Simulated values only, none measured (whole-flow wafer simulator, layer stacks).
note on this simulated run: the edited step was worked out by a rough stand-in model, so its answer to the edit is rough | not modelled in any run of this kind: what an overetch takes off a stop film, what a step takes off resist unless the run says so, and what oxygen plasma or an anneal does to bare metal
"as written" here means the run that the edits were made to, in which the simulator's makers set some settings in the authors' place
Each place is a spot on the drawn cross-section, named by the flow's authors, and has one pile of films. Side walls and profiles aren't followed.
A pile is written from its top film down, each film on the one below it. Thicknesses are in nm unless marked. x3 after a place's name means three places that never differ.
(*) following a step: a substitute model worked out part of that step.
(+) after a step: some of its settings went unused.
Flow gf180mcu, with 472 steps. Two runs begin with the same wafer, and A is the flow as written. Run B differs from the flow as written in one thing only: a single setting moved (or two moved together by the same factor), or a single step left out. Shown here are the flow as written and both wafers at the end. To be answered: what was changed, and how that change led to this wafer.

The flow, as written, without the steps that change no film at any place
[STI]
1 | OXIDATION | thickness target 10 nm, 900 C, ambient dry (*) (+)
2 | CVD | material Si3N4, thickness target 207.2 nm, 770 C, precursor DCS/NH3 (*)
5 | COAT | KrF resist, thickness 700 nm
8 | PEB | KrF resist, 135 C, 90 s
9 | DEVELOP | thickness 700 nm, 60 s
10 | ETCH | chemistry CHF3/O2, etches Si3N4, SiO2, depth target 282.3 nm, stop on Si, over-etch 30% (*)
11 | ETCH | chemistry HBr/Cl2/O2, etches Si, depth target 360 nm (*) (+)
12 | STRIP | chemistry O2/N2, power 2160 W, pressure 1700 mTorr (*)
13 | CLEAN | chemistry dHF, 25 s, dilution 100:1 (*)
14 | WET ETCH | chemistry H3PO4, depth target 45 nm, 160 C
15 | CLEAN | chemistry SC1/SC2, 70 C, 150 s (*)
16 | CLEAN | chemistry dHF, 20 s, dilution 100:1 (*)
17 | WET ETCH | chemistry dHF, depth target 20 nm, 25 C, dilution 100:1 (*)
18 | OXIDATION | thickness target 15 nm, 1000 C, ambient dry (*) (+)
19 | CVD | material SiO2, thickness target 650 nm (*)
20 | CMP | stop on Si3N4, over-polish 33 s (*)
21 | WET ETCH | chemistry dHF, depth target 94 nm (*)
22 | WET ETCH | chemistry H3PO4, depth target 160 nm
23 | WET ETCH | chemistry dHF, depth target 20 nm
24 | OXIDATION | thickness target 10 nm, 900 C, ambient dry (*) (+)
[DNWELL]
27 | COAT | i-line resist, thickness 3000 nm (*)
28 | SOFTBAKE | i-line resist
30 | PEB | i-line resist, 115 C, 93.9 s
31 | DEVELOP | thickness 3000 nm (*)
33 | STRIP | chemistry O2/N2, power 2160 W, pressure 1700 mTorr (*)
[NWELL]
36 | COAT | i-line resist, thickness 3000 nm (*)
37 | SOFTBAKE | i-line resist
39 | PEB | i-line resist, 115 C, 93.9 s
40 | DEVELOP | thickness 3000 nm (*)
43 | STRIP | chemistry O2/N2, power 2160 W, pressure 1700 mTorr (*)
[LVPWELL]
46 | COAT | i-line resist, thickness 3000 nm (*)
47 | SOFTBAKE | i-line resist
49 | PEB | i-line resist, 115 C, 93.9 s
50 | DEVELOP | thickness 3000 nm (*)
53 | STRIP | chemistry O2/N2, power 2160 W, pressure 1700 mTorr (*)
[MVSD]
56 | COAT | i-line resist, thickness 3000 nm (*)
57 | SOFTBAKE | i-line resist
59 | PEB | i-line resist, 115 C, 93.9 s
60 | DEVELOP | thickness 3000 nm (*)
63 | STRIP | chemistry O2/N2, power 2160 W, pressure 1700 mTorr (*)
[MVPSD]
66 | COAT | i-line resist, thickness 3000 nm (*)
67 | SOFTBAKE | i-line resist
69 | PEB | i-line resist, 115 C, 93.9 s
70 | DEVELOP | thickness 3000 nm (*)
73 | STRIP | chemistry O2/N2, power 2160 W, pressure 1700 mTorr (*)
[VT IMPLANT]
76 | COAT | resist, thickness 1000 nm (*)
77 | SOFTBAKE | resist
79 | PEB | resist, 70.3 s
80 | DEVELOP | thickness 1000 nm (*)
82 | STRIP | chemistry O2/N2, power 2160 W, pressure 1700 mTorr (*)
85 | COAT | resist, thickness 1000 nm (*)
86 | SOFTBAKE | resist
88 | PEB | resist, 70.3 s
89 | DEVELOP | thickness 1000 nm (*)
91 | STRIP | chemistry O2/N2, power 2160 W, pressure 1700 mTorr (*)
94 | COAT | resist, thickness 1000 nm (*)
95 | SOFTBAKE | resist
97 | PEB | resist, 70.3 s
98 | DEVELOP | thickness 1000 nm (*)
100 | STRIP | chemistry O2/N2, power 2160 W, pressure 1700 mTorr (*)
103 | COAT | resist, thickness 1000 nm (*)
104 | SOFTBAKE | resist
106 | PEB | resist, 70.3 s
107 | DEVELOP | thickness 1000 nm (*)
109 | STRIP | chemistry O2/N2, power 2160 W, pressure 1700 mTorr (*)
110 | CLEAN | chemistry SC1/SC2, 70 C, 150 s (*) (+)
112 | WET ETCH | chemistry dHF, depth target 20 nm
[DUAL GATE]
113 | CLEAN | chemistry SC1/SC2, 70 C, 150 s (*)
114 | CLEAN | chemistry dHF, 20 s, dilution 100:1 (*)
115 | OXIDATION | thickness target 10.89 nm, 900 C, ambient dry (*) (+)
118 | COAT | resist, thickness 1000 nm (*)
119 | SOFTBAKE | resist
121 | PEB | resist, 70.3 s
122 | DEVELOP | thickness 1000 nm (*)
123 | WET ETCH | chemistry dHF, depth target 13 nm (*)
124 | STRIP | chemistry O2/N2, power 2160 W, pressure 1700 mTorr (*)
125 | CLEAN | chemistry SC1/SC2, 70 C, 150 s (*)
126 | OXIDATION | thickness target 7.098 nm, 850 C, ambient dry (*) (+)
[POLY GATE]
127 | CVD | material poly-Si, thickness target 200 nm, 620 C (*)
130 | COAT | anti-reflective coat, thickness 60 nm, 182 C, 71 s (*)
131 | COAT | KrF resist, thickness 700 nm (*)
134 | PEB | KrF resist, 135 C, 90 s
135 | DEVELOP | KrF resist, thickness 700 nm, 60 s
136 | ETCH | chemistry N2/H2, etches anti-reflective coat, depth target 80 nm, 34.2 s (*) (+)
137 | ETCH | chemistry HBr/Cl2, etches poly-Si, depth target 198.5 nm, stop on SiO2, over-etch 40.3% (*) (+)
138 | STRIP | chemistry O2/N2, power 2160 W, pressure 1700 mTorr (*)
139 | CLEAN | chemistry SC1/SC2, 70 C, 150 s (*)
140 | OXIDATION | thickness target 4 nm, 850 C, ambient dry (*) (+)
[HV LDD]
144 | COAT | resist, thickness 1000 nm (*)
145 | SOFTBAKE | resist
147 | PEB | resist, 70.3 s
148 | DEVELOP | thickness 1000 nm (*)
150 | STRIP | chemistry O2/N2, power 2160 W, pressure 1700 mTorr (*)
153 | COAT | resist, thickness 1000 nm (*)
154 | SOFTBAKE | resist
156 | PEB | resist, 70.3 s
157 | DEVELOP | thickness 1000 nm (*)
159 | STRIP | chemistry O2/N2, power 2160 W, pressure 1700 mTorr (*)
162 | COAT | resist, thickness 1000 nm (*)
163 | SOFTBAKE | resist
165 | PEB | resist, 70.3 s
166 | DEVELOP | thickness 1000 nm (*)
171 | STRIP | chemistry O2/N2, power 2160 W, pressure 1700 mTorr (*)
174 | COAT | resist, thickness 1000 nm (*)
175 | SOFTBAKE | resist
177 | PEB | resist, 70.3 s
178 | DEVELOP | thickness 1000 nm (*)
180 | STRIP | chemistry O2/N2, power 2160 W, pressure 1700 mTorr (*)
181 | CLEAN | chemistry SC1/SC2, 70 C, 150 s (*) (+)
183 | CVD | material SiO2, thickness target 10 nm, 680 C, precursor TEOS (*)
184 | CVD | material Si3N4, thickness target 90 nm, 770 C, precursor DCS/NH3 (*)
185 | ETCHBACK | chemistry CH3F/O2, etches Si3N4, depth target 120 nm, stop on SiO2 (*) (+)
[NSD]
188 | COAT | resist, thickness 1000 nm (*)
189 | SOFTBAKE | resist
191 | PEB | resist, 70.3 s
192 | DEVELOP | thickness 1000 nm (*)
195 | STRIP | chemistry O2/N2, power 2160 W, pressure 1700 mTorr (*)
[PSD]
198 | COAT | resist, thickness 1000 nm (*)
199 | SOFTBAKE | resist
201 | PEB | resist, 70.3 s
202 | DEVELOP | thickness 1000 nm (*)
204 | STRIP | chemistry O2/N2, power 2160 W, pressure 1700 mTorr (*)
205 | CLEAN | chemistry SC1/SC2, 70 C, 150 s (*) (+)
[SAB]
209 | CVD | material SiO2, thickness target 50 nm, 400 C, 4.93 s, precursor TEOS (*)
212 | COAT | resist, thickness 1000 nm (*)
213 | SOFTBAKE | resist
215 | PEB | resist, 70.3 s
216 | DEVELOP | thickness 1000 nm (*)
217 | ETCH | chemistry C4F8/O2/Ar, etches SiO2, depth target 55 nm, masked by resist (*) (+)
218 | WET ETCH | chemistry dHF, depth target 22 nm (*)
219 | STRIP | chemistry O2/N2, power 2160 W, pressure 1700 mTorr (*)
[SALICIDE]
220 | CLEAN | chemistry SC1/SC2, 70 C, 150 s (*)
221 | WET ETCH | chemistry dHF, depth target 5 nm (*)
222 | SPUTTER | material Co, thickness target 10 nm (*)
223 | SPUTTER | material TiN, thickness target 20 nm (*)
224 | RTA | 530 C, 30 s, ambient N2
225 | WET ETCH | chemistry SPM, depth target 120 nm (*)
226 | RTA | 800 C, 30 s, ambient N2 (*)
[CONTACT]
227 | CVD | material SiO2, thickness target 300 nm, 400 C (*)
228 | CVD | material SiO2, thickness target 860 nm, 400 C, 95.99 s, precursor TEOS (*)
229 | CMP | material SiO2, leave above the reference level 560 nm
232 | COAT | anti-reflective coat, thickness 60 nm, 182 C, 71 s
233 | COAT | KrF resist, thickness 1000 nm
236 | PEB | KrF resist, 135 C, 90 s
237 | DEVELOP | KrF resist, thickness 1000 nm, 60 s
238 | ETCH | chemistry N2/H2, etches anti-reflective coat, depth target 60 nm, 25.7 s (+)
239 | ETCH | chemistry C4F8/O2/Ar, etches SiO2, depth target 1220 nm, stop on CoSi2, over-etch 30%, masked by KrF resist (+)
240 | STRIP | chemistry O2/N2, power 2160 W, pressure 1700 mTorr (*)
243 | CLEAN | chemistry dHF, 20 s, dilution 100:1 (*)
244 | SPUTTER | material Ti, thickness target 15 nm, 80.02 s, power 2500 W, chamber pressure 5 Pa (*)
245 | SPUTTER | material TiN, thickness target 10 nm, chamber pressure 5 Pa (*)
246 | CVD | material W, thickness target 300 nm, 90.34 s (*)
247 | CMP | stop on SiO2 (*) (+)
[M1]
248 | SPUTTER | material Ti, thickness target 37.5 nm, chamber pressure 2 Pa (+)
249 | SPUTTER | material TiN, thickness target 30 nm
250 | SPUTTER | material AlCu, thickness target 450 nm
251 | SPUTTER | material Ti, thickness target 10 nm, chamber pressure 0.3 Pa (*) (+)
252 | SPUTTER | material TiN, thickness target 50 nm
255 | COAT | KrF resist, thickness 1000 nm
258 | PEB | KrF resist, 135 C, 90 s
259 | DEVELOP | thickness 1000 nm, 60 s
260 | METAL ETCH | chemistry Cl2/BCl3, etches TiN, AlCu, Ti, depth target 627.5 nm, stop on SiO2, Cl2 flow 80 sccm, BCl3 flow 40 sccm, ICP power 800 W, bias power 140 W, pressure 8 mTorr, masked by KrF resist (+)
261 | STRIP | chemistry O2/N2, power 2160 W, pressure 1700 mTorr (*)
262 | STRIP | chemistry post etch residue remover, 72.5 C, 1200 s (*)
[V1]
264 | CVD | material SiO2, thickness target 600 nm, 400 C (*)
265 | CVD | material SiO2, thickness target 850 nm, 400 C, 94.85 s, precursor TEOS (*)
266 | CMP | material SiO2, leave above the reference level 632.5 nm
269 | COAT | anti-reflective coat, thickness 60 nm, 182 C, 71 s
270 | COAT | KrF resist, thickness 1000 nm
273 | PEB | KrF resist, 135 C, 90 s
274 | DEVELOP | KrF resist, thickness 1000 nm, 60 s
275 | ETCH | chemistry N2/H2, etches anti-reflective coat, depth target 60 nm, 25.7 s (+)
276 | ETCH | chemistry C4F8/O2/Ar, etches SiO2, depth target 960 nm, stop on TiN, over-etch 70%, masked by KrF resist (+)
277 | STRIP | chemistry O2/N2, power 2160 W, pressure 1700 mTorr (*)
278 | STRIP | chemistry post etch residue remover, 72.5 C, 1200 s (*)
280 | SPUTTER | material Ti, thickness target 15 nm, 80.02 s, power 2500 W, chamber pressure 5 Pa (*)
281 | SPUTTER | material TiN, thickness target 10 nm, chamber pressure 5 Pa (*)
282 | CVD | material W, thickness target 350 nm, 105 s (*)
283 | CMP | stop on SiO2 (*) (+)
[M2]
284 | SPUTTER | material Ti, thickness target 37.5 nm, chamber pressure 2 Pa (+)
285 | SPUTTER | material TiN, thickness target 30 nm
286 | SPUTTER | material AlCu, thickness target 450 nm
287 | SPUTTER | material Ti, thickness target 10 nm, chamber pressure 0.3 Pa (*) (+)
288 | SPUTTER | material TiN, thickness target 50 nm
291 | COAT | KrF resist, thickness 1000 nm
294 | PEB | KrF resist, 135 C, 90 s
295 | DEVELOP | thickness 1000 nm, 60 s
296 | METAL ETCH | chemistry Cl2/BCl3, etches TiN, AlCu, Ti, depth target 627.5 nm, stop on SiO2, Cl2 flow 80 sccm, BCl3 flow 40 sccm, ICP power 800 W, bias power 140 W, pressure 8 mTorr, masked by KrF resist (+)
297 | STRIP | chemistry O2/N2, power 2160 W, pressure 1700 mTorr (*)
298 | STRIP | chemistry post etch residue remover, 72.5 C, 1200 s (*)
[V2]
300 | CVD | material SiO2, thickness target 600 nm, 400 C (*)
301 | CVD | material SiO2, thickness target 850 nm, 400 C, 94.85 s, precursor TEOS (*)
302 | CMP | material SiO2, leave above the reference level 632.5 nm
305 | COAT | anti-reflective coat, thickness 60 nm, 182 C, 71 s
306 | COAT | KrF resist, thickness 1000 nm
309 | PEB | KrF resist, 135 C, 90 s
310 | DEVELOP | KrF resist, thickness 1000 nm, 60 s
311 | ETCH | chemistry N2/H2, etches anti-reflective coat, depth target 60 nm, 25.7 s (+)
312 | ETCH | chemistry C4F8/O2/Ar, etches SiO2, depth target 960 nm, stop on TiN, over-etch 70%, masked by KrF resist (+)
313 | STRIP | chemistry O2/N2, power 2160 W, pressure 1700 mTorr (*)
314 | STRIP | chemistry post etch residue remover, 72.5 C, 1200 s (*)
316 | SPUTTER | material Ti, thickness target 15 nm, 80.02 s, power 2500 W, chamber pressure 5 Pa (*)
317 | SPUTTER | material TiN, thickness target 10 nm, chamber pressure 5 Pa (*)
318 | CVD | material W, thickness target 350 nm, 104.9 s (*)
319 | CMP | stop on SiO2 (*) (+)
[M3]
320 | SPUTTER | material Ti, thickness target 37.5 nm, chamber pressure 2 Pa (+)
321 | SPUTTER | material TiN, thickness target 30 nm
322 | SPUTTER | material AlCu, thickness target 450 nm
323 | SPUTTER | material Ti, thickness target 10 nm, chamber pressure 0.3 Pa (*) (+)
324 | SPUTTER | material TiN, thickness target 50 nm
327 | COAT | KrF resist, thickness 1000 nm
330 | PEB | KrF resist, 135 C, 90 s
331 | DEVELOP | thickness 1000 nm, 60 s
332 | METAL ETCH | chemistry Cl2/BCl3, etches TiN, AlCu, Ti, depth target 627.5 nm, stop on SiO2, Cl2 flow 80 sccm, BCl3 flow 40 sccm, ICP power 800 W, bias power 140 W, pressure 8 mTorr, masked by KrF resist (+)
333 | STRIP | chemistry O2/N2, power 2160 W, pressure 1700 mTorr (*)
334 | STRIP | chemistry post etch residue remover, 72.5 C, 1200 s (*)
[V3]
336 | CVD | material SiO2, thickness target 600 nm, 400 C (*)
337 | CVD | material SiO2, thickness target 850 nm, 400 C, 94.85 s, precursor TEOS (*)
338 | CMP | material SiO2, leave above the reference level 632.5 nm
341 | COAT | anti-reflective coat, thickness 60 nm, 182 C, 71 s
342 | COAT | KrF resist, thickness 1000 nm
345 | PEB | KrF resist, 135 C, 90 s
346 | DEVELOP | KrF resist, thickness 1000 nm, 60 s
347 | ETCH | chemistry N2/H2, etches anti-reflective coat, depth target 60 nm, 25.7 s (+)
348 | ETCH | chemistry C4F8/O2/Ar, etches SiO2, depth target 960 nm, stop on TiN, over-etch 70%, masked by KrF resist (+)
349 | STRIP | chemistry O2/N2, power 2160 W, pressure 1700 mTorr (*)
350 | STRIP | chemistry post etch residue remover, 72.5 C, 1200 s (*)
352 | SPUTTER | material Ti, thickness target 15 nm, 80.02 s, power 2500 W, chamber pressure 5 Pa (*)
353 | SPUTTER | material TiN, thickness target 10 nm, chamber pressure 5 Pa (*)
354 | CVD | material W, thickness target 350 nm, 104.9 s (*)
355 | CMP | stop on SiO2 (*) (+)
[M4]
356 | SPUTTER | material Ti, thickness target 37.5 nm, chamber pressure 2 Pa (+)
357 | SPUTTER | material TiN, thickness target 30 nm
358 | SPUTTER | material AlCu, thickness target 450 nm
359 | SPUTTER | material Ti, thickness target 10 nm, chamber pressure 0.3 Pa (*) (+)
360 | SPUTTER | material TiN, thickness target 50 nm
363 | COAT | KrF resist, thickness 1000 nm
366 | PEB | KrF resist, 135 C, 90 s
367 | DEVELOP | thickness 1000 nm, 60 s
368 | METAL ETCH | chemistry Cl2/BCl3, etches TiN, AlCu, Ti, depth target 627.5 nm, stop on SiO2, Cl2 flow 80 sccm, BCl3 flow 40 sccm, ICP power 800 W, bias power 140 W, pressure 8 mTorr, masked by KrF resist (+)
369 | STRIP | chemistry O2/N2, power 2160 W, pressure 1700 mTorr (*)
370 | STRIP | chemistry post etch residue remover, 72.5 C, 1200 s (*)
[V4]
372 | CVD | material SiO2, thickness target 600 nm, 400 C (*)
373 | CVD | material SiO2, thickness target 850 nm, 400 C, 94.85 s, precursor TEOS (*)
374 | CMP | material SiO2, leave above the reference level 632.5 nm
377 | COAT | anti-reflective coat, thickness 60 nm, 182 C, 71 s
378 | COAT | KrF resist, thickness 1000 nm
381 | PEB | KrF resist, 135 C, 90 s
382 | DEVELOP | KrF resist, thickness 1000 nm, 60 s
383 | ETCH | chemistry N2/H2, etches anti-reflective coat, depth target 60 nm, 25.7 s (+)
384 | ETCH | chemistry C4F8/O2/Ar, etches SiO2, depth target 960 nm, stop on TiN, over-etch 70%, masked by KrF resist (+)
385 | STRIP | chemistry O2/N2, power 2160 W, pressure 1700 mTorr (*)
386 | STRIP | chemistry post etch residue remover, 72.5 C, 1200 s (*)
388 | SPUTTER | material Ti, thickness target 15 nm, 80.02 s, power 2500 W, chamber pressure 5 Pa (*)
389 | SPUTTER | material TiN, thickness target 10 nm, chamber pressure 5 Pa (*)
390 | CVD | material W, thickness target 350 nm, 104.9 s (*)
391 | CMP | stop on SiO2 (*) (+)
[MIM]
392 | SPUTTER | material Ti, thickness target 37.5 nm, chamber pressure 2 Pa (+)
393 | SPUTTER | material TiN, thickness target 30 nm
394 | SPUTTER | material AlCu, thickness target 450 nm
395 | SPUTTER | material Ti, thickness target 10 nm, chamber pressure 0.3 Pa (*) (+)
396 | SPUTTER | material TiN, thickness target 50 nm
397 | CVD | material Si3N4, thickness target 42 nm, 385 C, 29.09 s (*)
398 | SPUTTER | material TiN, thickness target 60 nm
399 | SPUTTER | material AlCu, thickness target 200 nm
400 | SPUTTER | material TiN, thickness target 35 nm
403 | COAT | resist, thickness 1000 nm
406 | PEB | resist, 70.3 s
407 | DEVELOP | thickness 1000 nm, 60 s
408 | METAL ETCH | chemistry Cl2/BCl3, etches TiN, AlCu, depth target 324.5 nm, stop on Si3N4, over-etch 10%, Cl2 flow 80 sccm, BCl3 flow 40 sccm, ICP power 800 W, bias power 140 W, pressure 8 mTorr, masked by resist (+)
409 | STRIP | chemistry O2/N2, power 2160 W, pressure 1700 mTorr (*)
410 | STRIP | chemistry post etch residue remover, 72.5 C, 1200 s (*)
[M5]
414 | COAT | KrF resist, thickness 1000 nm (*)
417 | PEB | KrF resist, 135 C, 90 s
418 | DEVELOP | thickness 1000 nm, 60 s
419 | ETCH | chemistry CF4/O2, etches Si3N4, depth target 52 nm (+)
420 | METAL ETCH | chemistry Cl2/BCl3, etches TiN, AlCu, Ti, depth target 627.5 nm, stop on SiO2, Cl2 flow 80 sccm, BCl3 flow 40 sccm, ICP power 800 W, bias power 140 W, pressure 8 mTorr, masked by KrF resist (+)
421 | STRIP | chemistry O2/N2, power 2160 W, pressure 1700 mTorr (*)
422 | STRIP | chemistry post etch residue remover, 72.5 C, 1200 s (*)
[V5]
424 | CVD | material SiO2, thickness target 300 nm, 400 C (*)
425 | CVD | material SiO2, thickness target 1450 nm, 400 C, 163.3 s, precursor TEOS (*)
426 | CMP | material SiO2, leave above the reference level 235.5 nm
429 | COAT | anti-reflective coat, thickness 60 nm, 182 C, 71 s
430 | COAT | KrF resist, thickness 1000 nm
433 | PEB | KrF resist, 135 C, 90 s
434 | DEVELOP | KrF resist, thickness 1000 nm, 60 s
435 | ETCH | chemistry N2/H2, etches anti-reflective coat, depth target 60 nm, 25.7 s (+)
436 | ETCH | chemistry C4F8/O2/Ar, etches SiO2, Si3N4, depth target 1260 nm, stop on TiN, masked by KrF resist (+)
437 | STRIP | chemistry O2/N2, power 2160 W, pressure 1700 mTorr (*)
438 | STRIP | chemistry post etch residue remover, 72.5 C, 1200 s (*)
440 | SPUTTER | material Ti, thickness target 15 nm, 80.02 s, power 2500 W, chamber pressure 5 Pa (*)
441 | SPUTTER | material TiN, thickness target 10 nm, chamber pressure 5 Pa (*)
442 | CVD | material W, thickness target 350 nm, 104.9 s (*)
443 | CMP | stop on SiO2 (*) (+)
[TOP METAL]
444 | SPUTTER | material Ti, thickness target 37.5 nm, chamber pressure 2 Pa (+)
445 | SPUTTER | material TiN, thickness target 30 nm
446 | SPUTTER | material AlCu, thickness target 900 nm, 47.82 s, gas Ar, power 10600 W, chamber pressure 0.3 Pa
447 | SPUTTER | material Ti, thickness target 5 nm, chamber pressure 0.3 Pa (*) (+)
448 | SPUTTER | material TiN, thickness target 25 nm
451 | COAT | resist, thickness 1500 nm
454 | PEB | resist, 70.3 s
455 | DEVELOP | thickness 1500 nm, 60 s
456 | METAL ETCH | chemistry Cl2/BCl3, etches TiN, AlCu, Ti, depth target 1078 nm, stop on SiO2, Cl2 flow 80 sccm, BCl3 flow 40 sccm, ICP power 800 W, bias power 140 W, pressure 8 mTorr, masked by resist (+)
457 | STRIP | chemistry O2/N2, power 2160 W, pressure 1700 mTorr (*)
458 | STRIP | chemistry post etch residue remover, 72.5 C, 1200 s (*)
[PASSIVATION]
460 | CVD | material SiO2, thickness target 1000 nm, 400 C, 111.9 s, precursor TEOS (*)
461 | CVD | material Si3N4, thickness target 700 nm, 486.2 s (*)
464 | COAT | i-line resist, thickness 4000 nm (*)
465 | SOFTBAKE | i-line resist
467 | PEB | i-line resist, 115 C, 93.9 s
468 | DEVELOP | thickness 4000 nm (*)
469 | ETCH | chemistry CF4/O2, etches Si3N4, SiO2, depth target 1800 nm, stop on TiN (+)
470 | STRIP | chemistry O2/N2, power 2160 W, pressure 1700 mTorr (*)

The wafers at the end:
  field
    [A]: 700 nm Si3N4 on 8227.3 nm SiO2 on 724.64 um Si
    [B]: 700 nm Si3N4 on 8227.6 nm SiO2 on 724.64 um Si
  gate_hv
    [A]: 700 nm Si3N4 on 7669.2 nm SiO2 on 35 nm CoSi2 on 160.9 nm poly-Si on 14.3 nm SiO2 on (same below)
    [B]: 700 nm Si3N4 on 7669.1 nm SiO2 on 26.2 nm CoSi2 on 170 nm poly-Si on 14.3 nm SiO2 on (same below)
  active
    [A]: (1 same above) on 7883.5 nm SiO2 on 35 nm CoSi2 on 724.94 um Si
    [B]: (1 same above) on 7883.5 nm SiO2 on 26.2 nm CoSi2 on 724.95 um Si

Cause: step 222, SPUTTER: thickness target 7.5 nm was run, whereas the flow has thickness target 10 nm.

The path from the change to this, step by step:
  222 | SPUTTER | material Co, thickness target 10 nm (*)
      field, field__w7, field__w8 and 71 more: A +10 Co (new film) | B +7.5 Co (new film)
      field__w6, field_sub, field_sub__w2: A +9.95 Co (new film) | B +7.46 Co (new film)
      (and at 34 other places as well)
  224 | RTA | 530 C, 30 s, ambient N2
      gate, gate_hv, gate_p and 22 more: A under 1 film: +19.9 CoSi (new film), -10 Co (all of it), -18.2 poly-Si | B under 1 film: +14.9 CoSi (new film), -7.5 Co (all of it), -13.7 poly-Si
      active, p_well, sd_n and 11 more: A under 1 film: +19.9 CoSi (new film), -10 Co (all of it), -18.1 Si | B under 1 film: +14.9 CoSi (new film), -7.5 Co (all of it), -13.6 Si
      (and at 10 other places as well)
  225 | WET ETCH | chemistry SPM, depth target 120 nm (*)
      field, field__w7, field__w8 and 32 more: A -20 TiN (all of it), -10 Co (all of it) | B -20 TiN (all of it), -7.5 Co (all of it)
      field__w9, nw_enc_fld_lv__w3: A -19.1 TiN (all of it), -9.6 Co (all of it) | B -19.1 TiN (all of it), -7.2 Co (all of it)
      (and at 25 other places as well)
  226 | RTA | 800 C, 30 s, ambient N2 (*)
      gate, gate_hv, gate_p and 22 more: A +35 CoSi2 (new film), -19.9 CoSi (all of it), -18.2 poly-Si | B +26.2 CoSi2 (new film), -14.9 CoSi (all of it), -13.7 poly-Si
      active, p_well, sd_n and 11 more: A +35 CoSi2 (new film), -19.9 CoSi (all of it), -18.1 Si | B +26.2 CoSi2 (new film), -14.9 CoSi (all of it), -13.6 Si
      (and at 10 other places as well)
